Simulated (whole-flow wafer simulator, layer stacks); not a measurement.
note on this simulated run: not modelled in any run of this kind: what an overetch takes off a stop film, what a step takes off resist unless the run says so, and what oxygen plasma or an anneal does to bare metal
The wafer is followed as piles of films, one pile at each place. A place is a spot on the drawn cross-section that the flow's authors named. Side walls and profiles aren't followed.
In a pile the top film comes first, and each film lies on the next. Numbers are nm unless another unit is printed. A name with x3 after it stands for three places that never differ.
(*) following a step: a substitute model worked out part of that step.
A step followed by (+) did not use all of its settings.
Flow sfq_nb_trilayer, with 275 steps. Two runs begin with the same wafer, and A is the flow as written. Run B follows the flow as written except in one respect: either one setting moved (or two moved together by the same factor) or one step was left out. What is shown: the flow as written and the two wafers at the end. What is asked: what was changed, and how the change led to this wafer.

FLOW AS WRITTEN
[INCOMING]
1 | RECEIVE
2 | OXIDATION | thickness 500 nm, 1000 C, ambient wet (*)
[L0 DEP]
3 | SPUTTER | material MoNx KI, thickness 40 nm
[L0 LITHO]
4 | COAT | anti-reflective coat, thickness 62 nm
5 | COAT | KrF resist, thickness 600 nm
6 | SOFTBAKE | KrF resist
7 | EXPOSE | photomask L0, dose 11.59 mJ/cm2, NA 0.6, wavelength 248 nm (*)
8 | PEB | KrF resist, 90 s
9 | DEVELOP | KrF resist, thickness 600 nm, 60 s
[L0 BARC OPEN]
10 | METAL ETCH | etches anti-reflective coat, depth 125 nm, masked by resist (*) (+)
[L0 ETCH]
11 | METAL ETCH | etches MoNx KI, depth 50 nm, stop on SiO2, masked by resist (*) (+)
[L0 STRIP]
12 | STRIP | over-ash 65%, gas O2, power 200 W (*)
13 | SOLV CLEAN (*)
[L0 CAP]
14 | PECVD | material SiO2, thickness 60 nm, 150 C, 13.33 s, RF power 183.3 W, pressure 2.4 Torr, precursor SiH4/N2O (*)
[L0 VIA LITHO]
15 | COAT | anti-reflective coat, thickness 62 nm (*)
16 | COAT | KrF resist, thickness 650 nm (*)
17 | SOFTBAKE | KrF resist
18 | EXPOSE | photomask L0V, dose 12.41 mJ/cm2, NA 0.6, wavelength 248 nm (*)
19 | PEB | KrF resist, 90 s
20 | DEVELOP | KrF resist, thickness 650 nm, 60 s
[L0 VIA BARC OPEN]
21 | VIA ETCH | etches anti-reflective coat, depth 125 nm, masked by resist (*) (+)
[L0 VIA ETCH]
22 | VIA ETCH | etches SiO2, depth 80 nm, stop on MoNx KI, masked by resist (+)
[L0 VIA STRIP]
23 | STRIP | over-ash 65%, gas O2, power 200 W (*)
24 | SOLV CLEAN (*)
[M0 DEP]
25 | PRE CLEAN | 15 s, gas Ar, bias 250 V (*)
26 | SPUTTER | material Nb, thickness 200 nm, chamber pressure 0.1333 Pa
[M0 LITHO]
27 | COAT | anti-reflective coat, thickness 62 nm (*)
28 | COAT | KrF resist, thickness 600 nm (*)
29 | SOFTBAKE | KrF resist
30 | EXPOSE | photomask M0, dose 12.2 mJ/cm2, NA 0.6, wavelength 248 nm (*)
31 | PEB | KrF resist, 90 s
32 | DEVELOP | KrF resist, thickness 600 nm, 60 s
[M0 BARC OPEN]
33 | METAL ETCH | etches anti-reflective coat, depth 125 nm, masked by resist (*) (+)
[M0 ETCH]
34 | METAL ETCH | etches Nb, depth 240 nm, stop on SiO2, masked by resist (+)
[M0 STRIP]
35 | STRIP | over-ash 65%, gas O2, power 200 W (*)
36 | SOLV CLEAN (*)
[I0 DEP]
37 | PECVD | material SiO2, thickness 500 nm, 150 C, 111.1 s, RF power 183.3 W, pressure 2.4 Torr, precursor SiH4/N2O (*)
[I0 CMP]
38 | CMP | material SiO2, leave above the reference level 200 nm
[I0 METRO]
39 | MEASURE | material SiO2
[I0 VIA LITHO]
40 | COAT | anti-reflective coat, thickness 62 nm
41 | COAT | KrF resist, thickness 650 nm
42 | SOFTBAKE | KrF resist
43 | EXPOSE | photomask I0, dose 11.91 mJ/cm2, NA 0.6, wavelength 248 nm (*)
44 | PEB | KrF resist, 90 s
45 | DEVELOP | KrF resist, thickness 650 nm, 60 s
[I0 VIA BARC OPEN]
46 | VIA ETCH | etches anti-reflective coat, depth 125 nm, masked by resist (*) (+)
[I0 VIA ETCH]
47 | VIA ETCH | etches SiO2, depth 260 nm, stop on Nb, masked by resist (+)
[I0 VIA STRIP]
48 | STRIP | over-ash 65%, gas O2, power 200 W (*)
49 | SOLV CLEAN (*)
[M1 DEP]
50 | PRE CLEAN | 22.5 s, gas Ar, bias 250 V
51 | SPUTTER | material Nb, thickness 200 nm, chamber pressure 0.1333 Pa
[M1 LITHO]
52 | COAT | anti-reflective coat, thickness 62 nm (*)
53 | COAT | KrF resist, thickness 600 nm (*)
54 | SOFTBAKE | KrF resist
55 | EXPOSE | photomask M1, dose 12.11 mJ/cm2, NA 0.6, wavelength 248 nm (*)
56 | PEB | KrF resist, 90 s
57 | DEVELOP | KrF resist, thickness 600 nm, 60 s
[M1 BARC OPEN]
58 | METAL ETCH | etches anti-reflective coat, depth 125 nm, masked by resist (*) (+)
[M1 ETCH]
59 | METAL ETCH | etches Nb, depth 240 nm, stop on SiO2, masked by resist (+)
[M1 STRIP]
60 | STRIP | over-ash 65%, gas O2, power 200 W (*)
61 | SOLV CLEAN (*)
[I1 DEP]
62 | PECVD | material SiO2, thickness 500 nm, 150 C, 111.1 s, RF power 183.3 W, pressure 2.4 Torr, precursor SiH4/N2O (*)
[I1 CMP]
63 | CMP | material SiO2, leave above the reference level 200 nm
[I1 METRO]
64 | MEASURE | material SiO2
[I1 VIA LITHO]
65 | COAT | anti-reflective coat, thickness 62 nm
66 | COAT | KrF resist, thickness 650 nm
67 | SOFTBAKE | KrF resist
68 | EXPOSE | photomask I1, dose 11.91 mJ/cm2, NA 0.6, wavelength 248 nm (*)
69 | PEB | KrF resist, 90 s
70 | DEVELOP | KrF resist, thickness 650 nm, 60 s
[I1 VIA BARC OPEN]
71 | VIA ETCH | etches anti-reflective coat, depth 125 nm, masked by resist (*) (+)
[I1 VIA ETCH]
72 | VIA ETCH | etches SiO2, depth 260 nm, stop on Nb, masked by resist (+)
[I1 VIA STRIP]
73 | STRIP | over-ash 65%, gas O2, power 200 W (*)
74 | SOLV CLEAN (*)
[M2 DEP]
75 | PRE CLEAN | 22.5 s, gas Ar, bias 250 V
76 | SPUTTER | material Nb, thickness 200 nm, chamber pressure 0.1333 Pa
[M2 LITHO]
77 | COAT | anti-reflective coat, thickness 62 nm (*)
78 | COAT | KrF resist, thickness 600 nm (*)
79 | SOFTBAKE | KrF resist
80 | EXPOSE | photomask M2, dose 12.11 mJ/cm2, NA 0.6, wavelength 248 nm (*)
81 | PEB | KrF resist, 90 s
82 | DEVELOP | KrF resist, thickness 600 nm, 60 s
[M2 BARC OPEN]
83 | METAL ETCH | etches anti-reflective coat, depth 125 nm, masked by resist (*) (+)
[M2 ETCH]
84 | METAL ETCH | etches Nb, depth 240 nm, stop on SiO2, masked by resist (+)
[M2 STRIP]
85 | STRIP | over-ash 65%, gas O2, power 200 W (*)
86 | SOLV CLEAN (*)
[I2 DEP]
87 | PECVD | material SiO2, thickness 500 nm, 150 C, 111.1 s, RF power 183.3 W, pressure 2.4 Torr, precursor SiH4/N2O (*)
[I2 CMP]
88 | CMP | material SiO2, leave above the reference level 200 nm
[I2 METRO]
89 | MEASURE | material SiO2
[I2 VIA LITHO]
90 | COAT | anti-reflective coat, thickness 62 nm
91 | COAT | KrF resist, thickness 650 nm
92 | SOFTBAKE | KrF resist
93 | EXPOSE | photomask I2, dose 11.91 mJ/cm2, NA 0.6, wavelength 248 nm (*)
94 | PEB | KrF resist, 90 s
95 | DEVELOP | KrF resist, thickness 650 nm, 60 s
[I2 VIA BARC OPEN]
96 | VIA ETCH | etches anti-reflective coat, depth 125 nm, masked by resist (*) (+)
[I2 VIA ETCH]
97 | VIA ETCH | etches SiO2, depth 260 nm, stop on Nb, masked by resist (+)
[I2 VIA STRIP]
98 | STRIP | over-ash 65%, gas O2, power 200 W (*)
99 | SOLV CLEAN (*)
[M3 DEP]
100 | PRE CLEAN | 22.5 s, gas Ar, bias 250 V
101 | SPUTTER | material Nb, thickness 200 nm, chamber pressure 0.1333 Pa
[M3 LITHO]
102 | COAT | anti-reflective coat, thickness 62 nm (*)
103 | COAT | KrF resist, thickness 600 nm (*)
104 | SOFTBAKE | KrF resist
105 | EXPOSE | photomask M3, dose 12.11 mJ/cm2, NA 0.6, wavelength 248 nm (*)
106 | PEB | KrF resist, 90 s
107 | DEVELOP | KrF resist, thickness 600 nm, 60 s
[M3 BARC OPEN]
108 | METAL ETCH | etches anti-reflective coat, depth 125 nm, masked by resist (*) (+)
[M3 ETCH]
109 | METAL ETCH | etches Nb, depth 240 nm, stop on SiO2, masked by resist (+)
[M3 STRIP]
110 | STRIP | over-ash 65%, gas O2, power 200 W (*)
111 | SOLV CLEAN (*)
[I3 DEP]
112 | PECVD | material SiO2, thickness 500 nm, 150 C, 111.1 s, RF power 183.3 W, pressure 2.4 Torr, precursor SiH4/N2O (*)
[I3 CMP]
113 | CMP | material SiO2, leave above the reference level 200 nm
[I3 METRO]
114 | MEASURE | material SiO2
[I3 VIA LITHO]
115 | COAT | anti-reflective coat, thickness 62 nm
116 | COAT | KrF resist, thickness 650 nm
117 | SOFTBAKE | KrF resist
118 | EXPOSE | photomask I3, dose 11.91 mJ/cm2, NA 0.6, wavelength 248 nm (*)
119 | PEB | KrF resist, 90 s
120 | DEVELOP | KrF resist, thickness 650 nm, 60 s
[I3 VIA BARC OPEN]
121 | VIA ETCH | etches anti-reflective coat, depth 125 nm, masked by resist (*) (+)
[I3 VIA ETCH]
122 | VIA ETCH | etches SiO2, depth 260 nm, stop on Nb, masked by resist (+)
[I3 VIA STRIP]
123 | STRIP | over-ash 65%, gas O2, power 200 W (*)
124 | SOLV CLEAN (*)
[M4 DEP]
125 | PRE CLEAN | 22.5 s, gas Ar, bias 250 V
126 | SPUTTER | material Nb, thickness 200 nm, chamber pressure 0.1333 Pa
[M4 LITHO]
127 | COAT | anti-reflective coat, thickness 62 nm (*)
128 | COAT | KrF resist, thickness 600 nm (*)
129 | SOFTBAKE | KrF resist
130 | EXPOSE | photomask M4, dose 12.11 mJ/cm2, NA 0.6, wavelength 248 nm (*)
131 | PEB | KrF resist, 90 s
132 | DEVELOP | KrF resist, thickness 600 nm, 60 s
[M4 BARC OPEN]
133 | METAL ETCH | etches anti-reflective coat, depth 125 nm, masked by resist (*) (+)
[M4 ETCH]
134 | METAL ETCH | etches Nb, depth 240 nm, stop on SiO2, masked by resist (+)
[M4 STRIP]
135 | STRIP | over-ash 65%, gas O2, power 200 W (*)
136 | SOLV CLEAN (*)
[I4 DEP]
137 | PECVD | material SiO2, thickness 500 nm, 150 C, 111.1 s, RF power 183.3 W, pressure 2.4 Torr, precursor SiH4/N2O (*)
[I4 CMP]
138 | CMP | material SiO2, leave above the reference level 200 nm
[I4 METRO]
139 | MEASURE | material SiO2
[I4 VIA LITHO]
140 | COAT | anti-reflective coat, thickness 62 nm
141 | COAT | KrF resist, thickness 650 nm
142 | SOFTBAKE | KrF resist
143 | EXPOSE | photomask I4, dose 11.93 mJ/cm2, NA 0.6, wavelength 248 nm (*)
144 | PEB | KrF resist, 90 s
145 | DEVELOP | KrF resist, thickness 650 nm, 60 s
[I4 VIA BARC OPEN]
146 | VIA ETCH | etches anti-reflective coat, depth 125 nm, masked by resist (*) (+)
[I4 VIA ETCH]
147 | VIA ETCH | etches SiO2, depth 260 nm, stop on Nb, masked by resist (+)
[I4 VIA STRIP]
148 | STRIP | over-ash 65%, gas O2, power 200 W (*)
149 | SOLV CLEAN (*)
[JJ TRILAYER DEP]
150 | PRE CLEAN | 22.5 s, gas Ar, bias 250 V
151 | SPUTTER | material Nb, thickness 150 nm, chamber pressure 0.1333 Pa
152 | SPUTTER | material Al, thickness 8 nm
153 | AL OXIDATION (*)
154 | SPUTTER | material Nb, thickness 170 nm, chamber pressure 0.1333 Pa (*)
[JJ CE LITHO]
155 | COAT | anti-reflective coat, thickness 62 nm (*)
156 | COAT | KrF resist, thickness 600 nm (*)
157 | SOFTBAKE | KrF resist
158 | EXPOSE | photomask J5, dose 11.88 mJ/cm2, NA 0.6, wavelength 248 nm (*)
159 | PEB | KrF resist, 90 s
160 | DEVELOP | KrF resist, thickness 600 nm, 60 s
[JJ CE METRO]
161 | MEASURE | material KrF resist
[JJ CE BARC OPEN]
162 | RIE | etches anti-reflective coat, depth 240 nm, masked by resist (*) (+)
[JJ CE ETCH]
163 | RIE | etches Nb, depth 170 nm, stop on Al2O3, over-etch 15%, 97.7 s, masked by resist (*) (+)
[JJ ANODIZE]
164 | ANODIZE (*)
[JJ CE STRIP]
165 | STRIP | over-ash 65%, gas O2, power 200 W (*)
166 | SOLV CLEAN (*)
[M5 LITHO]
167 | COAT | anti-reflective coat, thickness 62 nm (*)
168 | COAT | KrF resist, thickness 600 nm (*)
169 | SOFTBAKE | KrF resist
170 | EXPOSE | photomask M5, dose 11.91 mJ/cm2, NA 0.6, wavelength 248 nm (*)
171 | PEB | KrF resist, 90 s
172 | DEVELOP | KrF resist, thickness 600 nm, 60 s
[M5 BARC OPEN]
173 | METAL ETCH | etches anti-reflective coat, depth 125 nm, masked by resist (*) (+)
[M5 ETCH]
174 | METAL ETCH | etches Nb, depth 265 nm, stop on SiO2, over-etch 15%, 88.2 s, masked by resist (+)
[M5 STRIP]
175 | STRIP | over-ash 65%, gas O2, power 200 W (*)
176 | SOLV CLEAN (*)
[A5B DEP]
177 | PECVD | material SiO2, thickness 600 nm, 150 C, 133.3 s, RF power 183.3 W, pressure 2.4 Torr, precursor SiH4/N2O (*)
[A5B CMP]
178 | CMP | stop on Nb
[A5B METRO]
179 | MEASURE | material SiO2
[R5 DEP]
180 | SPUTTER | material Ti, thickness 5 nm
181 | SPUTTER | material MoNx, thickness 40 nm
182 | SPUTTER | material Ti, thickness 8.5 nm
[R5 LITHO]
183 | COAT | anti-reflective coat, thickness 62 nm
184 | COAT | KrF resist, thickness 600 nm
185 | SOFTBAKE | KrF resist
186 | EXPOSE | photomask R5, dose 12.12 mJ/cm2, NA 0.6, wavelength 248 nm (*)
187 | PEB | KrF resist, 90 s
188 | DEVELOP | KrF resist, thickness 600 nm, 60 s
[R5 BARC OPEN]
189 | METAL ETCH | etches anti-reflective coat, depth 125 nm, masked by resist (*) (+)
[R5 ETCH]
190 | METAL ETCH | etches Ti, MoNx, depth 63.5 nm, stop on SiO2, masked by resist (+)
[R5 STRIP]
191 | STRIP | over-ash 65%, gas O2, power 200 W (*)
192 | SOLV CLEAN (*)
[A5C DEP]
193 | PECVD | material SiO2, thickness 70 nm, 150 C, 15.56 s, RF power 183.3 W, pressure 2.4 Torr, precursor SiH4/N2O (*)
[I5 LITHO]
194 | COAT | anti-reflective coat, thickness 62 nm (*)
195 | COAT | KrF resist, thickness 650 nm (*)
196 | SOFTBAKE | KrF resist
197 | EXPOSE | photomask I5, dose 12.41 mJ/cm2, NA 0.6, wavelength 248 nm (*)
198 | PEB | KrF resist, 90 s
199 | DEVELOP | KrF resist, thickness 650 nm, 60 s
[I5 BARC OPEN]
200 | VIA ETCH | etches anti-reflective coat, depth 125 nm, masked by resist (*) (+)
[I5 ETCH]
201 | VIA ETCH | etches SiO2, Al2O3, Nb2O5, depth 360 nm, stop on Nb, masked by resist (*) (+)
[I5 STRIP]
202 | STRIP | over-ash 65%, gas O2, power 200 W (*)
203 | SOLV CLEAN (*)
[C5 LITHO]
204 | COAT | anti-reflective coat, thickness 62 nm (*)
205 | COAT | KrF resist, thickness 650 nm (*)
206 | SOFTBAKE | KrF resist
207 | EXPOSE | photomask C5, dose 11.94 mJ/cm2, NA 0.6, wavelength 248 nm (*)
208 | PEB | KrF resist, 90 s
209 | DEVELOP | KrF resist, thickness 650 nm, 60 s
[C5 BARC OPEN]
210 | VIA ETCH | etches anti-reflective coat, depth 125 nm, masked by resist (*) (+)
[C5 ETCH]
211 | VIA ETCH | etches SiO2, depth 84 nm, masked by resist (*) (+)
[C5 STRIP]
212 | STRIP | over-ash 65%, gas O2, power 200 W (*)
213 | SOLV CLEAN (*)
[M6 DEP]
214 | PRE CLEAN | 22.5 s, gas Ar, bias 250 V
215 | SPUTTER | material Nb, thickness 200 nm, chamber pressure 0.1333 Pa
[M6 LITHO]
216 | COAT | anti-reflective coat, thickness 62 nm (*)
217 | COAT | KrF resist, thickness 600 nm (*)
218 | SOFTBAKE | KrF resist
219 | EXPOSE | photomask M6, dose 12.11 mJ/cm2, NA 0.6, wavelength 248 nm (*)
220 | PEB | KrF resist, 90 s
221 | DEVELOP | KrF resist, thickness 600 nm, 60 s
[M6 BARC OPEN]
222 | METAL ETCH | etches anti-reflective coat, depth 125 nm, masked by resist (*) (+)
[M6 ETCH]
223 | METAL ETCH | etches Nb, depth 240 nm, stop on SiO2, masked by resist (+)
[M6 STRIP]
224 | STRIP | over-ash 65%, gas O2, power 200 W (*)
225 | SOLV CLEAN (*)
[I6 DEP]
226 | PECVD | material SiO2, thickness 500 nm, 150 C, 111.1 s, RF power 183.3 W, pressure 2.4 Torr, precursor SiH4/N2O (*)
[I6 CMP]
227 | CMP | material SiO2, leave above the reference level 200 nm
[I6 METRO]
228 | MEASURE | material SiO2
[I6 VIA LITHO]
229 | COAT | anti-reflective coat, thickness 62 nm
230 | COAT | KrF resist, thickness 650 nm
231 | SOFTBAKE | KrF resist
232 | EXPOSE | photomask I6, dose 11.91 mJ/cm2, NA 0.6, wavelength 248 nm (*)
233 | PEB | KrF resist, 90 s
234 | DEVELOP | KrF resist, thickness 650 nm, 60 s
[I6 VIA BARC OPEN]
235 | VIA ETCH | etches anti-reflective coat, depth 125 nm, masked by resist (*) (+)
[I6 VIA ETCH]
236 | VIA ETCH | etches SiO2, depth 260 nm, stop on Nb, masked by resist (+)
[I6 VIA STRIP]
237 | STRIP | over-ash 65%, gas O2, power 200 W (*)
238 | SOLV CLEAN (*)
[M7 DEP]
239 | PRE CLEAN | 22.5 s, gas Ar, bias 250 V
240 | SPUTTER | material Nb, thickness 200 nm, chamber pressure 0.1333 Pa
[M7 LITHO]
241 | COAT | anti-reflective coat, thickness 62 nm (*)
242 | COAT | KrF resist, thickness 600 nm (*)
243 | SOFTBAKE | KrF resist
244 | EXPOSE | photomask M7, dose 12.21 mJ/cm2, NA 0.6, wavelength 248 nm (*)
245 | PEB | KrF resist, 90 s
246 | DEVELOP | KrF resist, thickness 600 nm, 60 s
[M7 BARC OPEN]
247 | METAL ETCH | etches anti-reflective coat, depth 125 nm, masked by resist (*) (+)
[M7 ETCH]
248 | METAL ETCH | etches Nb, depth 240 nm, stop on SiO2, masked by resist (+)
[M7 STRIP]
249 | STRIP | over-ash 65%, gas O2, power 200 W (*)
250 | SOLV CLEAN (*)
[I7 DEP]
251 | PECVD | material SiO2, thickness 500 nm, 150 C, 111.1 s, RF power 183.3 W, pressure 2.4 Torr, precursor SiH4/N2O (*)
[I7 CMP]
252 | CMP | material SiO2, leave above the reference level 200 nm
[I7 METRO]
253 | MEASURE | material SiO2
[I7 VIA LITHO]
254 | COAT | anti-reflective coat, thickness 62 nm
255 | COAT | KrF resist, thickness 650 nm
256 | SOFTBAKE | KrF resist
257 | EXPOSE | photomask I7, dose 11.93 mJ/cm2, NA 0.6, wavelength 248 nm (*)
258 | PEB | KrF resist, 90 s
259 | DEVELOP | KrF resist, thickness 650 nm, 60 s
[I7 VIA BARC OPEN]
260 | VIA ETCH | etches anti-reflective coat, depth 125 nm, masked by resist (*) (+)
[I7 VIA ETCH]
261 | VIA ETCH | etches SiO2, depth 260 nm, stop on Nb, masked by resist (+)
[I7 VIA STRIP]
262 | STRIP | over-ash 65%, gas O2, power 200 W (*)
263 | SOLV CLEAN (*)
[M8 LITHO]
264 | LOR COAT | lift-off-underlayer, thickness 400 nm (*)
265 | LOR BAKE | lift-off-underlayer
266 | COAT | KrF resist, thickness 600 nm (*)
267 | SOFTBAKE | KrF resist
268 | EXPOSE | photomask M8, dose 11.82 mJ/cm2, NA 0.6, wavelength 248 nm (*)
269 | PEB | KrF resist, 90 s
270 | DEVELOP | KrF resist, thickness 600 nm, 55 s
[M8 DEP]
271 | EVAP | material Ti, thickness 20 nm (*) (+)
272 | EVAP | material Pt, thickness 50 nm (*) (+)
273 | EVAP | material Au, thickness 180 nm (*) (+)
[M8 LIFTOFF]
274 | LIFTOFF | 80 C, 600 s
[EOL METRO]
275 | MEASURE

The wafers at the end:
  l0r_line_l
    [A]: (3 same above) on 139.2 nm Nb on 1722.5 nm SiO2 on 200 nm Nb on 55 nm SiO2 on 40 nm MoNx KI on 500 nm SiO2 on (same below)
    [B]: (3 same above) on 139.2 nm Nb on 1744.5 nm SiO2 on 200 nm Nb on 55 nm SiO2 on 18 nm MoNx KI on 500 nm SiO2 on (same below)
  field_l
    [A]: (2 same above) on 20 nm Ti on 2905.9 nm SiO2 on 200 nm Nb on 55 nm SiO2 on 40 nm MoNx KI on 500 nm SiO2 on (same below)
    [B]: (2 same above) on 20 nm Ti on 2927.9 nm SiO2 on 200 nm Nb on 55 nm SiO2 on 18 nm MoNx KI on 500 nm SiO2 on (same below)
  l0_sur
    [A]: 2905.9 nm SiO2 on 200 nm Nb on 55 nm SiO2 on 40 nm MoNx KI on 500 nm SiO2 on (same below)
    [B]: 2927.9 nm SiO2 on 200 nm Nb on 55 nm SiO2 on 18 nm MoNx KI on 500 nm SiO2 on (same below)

What caused this: step 3, SPUTTER: thickness 18 nm was run, whereas the flow has thickness 40 nm.
The wafer itself shows it: l0r_line_l has MoNx KI 18, and step 3 as written asks for 40 nm.

The path from the change to this, step by step:
  3 | SPUTTER | material MoNx KI, thickness 40 nm
      field_l, v_sur, via_wl and 103 more: A MoNx KI gains 40 (new film) | B MoNx KI gains 18 (new film)
  11 | METAL ETCH | etches MoNx KI, depth 50 nm, stop on SiO2, masked by resist (*) (+)
      v_sur, via_wl, via_w and 97 more: A MoNx KI loses 40 (all of it) | B MoNx KI loses 18 (all of it)
      field_l, l0_sur, l0v, l0r_line_l, l0r_line_c, l0r_line_r: A KrF resist loses 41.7 | B KrF resist loses 22.5
  12 | STRIP | over-ash 65%, gas O2, power 200 W (*)
      field_l, l0_sur, l0v, l0r_line_l, l0r_line_c, l0r_line_r: A KrF resist loses 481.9 (all of it), anti-reflective coat loses 62 (all of it) | B KrF resist loses 501.1 (all of it), anti-reflective coat loses 62 (all of it)
  15 | COAT | anti-reflective coat, thickness 62 nm (*)
      l0r_line_l, l0r_line_c, l0r_line_r: A anti-reflective coat gains 59 (new film) | B anti-reflective coat gains 60.5 (new film)
      field_l: A anti-reflective coat gains 56.7 (new film) | B anti-reflective coat gains 59.3 (new film)
      (also at 5 further places)
  23 | STRIP | over-ash 65%, gas O2, power 200 W (*)
      l0r_line_l, l0r_line_c: A KrF resist loses 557 (all of it), anti-reflective coat loses 59 (all of it) | B KrF resist loses 558.5 (all of it), anti-reflective coat loses 60.5 (all of it)
      field_l: A KrF resist loses 551.4 (all of it), anti-reflective coat loses 56.7 (all of it) | B KrF resist loses 556.1 (all of it), anti-reflective coat loses 59.3 (all of it)
      (also at 6 further places)
  27 | COAT | anti-reflective coat, thickness 62 nm (*)
      l0r_line_l, l0r_line_c: A anti-reflective coat gains 59 (new film) | B anti-reflective coat gains 60.5 (new film)
      field_l: A anti-reflective coat gains 56.9 (new film) | B anti-reflective coat gains 59.5 (new film)
      (also at 6 further places)
  35 | STRIP | over-ash 65%, gas O2, power 200 W (*)
      l0r_line_l, l0r_line_c: A KrF resist loses 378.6 (all of it), anti-reflective coat loses 59 (all of it) | B KrF resist loses 380.7 (all of it), anti-reflective coat loses 60.5 (all of it)
      field_l: A KrF resist loses 372.9 (all of it), anti-reflective coat loses 56.9 (all of it) | B KrF resist loses 378.1 (all of it), anti-reflective coat loses 59.5 (all of it)
      (also at 6 further places)
  38 | CMP | material SiO2, leave above the reference level 200 nm
      field_l, l0_sur, l0r_line_l, l0r_line_c, l0r_line_r: A SiO2 loses 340 | B SiO2 loses 318
      l0v: A SiO2 loses 277.8 | B SiO2 loses 255.8
